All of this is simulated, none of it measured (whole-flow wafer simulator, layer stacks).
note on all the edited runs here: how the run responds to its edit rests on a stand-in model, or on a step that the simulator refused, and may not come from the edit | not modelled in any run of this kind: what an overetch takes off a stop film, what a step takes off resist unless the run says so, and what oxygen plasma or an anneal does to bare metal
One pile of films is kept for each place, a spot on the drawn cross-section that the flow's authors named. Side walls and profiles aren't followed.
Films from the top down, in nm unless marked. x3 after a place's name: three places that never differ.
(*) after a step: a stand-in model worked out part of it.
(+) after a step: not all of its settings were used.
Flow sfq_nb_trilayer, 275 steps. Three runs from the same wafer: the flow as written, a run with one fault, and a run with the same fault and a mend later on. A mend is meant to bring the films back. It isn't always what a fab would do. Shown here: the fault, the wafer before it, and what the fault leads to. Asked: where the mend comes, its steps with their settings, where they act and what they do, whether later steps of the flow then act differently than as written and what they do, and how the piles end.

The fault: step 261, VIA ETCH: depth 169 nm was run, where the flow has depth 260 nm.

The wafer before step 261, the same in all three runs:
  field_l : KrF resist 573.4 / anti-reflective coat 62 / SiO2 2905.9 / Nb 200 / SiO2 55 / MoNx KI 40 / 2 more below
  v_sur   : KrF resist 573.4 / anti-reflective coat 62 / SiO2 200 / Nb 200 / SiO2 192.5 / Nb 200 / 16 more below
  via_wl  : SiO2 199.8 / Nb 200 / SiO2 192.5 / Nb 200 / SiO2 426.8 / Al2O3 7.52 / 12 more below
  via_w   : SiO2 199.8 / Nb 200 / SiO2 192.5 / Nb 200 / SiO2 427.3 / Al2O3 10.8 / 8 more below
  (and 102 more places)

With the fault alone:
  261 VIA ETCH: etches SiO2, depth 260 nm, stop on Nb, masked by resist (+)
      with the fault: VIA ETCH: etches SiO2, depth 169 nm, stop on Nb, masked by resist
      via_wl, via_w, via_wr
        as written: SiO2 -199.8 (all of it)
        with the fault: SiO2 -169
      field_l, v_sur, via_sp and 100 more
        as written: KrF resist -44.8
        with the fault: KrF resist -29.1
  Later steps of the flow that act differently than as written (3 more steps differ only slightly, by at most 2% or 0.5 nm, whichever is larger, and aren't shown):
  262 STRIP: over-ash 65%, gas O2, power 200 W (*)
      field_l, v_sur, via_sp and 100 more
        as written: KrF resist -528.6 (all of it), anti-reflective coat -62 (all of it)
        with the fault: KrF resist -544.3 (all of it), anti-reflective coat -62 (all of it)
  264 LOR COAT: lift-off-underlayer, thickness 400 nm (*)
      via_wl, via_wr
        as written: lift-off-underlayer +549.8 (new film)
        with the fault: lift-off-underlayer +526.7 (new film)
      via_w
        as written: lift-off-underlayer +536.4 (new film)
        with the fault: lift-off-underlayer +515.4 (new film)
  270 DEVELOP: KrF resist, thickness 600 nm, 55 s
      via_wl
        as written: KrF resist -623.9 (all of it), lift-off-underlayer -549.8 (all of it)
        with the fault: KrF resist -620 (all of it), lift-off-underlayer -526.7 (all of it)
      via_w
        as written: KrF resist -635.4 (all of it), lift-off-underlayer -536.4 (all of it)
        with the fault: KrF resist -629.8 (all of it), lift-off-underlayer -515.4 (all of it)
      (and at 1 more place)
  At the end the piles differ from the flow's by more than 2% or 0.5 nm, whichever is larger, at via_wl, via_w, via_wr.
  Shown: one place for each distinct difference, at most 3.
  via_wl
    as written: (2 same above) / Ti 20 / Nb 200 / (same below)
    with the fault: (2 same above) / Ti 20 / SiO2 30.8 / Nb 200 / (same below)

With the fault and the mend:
  The mend comes after step 262.
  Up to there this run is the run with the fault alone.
  262a COAT: anti-reflective coat, thickness 62 nm (*) (the flow's step 254 once more)
      p4_fl x3, p4_w1 x9, p4_g1 x2 and 63 more
        anti-reflective coat +62 (new film)
      res, r_end, moat and 8 more
        anti-reflective coat +61.7 (new film)
      c5j, ce_r, sp_r, be_r, r_sur
        anti-reflective coat +61.6 (new film)
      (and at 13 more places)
  262b COAT: KrF resist, thickness 650 nm (*) (the flow's step 255 once more)
      p4_fl x3, p4_w1 x9, p4_g1 x2 and 63 more
        KrF resist +650 (new film)
      field_r, lsp_l, ln_m5, lsp_m, ln_m6, lsp_r, l0_sur
        KrF resist +649.4 (new film)
      res, r_end, moat, l0v
        KrF resist +649.3 (new film)
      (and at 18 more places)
  262c SOFTBAKE: KrF resist (the flow's step 256 once more)
      changes no film at any place that is followed
  262d EXPOSE: photomask I7, dose 11.93 mJ/cm2, NA 0.6, wavelength 248 nm (*) (the flow's step 257 once more)
      changes no film at any place that is followed
  262e PEB: KrF resist, 90 s (the flow's step 258 once more)
      c5j, ce_r, sp_r and 90 more
        KrF resist -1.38
      v_sur, wire, be, be_sur, gap, jj_sur, ce_l
        KrF resist -1.37
      via_wl, via_wr
        KrF resist -1.55
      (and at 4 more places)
  262f DEVELOP: KrF resist, thickness 650 nm, 60 s (the flow's step 259 once more)
      field_l, v_sur, via_sp and 100 more
        KrF resist -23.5
      via_wl
        KrF resist -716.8 (all of it)
      via_w
        KrF resist -764.1 (all of it)
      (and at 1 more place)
  262g VIA ETCH: etches anti-reflective coat, depth 125 nm, masked by resist (+) (the flow's step 260 once more)
      field_l, v_sur, via_sp and 100 more
        KrF resist -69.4
      via_wl, via_wr
        anti-reflective coat -125
      via_w
        anti-reflective coat -79.6 (all of it), SiO2 -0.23
  262h VIA ETCH: etches SiO2, depth 91 nm, stop on Nb, masked by resist (*) (+) (the flow's step 261 once more, with other settings)
      field_l, v_sur, via_sp and 100 more
        KrF resist -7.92
      via_wl, via_wr
        anti-reflective coat -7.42 (all of it), SiO2 -30.8 (all of it)
      via_w
        SiO2 -30.6 (all of it)
  262i STRIP: over-ash 65%, gas O2, power 200 W (*) (the flow's step 262 once more)
      p4_fl x3, p4_w1 x9, p4_g1 x2 and 63 more
        KrF resist -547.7 (all of it), anti-reflective coat -62 (all of it)
      r_end, moat, field_r, lsp_l, ln_m5, lsp_r, l0_sur
        KrF resist -547.1 (all of it), anti-reflective coat -61.7 (all of it)
      c5j, ce_r, sp_r
        KrF resist -546.8 (all of it), anti-reflective coat -61.6 (all of it)
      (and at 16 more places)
  No later step of the flow acts differently than as written at any place that is followed.
  At the end the piles are the same as the flow's at every place that both follow.
